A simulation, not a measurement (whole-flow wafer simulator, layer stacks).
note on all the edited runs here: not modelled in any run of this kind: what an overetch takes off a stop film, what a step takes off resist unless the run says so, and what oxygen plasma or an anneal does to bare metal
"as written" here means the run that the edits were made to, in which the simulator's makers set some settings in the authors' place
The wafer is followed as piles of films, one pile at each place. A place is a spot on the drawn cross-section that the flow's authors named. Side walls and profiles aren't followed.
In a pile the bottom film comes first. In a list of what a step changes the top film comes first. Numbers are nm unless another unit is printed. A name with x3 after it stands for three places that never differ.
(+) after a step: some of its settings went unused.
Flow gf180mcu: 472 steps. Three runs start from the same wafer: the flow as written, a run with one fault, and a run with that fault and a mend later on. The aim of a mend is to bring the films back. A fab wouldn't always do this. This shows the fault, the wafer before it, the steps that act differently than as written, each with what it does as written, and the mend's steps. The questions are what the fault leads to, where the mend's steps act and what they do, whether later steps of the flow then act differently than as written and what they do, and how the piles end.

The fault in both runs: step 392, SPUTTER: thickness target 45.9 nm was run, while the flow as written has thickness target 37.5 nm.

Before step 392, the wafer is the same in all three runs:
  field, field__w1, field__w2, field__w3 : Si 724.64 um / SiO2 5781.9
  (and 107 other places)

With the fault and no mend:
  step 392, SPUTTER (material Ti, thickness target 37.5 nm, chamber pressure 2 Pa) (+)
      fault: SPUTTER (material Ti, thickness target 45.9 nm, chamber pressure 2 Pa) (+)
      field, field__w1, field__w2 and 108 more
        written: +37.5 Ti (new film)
        fault: +45.9 Ti (new film)
  Later steps of the flow acting differently than as written (1 more step, not shown, differs only slightly: by at most 2% or 0.5 nm, whichever is larger):
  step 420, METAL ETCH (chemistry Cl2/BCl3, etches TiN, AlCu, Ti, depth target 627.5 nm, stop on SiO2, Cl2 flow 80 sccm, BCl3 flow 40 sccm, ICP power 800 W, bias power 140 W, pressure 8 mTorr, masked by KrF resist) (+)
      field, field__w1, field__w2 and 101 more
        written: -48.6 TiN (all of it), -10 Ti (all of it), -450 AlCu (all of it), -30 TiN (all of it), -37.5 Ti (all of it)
        fault: -48.6 TiN (all of it), -10 Ti (all of it), -450 AlCu (all of it), -30 TiN (all of it), -45.9 Ti (all of it)
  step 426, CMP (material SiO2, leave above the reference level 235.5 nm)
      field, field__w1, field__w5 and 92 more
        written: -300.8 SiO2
        fault: -292.4 SiO2
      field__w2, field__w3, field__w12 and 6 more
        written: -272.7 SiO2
        fault: -263.9 SiO2
  At field__w4, field__w8, contact, m1, m1__w1, mim, mim_1p0, m1_nw, the piles at the end differ from the flow's by more than 2% or 0.5 nm, whichever is larger.
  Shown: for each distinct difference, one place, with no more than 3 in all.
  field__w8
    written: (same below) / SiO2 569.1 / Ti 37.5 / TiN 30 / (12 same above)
    fault: (same below) / SiO2 569.1 / Ti 45.9 / TiN 30 / (12 same above)
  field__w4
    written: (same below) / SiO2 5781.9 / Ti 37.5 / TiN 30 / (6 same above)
    fault: (same below) / SiO2 5781.9 / Ti 45.9 / TiN 30 / (6 same above)
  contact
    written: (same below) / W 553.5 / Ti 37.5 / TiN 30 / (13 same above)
    fault: (same below) / W 553.5 / Ti 45.9 / TiN 30 / (13 same above)

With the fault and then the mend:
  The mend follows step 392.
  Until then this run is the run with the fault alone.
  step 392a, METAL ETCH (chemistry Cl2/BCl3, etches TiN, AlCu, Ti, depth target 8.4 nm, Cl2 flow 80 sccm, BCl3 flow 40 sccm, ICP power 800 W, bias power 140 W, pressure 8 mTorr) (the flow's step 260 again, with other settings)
      field, field__w1, field__w2 and 108 more
        -8.4 Ti
  Every later step of the flow that is run acts as written at every place that is followed.
  At every place that both follow, the piles at the end match the flow's.
